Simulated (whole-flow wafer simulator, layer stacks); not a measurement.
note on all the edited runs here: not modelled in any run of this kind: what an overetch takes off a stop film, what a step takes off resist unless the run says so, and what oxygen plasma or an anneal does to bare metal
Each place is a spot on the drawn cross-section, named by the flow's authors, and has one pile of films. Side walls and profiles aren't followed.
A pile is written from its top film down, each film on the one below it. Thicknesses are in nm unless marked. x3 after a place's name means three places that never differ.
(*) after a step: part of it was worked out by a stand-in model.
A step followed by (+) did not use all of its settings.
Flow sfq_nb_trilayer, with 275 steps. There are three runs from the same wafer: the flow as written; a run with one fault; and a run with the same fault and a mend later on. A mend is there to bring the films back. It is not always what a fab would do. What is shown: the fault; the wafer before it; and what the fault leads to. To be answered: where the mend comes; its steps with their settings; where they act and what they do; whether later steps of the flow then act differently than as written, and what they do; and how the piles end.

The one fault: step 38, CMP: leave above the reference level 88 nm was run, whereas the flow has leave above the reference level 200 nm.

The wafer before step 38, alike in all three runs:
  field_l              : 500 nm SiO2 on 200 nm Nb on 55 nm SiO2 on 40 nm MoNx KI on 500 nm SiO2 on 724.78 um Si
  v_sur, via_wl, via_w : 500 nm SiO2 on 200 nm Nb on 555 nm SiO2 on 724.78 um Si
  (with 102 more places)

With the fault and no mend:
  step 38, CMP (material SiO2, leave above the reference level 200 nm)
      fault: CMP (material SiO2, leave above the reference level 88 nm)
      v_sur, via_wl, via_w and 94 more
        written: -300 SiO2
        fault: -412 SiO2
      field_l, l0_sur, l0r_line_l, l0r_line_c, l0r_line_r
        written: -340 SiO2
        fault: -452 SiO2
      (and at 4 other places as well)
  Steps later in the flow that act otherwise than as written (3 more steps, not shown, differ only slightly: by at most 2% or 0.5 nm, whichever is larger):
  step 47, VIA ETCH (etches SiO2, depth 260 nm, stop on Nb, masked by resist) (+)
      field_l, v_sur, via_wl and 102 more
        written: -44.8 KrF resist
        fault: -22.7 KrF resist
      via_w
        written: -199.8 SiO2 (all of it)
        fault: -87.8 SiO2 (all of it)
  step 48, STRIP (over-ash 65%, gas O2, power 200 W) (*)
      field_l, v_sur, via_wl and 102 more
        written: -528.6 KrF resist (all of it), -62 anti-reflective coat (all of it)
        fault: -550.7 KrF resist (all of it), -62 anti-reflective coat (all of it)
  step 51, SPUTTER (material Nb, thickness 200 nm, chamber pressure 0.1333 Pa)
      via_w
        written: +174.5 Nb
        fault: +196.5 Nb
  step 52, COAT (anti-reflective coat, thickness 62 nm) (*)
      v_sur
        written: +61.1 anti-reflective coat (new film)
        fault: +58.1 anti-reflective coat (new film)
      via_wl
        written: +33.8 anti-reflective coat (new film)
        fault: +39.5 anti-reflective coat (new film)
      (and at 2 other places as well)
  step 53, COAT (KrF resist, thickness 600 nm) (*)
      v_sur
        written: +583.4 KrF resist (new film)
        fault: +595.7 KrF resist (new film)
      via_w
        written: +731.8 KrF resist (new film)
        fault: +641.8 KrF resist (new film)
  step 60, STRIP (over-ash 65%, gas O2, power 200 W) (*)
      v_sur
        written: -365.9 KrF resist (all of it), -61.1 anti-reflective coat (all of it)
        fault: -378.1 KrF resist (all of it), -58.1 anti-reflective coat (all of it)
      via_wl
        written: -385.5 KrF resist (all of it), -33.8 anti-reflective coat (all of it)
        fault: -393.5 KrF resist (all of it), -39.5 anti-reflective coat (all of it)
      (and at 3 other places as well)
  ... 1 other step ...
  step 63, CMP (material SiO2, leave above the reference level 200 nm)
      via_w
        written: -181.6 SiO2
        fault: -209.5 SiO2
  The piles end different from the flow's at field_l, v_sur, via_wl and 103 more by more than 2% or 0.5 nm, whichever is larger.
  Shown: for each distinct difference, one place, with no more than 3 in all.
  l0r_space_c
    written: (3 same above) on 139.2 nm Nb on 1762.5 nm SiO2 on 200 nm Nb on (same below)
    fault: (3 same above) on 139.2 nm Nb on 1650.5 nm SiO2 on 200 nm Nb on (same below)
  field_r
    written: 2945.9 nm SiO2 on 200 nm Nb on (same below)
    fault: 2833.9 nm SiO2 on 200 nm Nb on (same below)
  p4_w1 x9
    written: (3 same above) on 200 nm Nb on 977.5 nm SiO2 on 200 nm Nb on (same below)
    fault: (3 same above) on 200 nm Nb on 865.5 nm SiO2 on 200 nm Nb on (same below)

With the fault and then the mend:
  The mend follows step 45.
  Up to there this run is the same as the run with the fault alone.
  step 45a, STRIP (over-ash 65%, gas O2, power 200 W) (*)
      field_l, v_sur, via_wl and 102 more
        -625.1 KrF resist (all of it), -62 anti-reflective coat (all of it)
      via_w
        -62 anti-reflective coat (all of it)
  step 45b, PECVD (material SiO2, thickness 112 nm, 150 C, 24.89 s, RF power 183.3 W, pressure 2.4 Torr, precursor SiH4/N2O) (a further turn of the flow's step 37, with different settings)
      field_l, v_sur, via_wl and 103 more
        +112 SiO2
  step 45c, COAT (anti-reflective coat, thickness 62 nm) (a further turn of the flow's step 40)
      field_l, v_sur, via_wl and 103 more
        +62 anti-reflective coat (new film)
  step 45d, COAT (KrF resist, thickness 650 nm) (a further turn of the flow's step 41)
      field_l, v_sur, via_wl and 103 more
        +650 KrF resist (new film)
  step 45e, SOFTBAKE (KrF resist) (a further turn of the flow's step 42)
      leaves every film unchanged at each place that is followed
  step 45f, EXPOSE (photomask I0, dose 11.91 mJ/cm2, NA 0.6, wavelength 248 nm) (*) (a further turn of the flow's step 43)
      leaves every film unchanged at each place that is followed
  step 45g, PEB (KrF resist, 90 s) (a further turn of the flow's step 44)
      field_l, v_sur, via_wl and 103 more
        -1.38 KrF resist
  step 45h, DEVELOP (KrF resist, thickness 650 nm, 60 s) (a further turn of the flow's step 45)
      field_l, v_sur, via_wl and 102 more
        -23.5 KrF resist
      via_w
        -648.6 KrF resist (all of it)
  None of the later steps of the flow acts differently than as written at any place that is followed.
  By the end, the piles equal the flow's at every place that both follow.
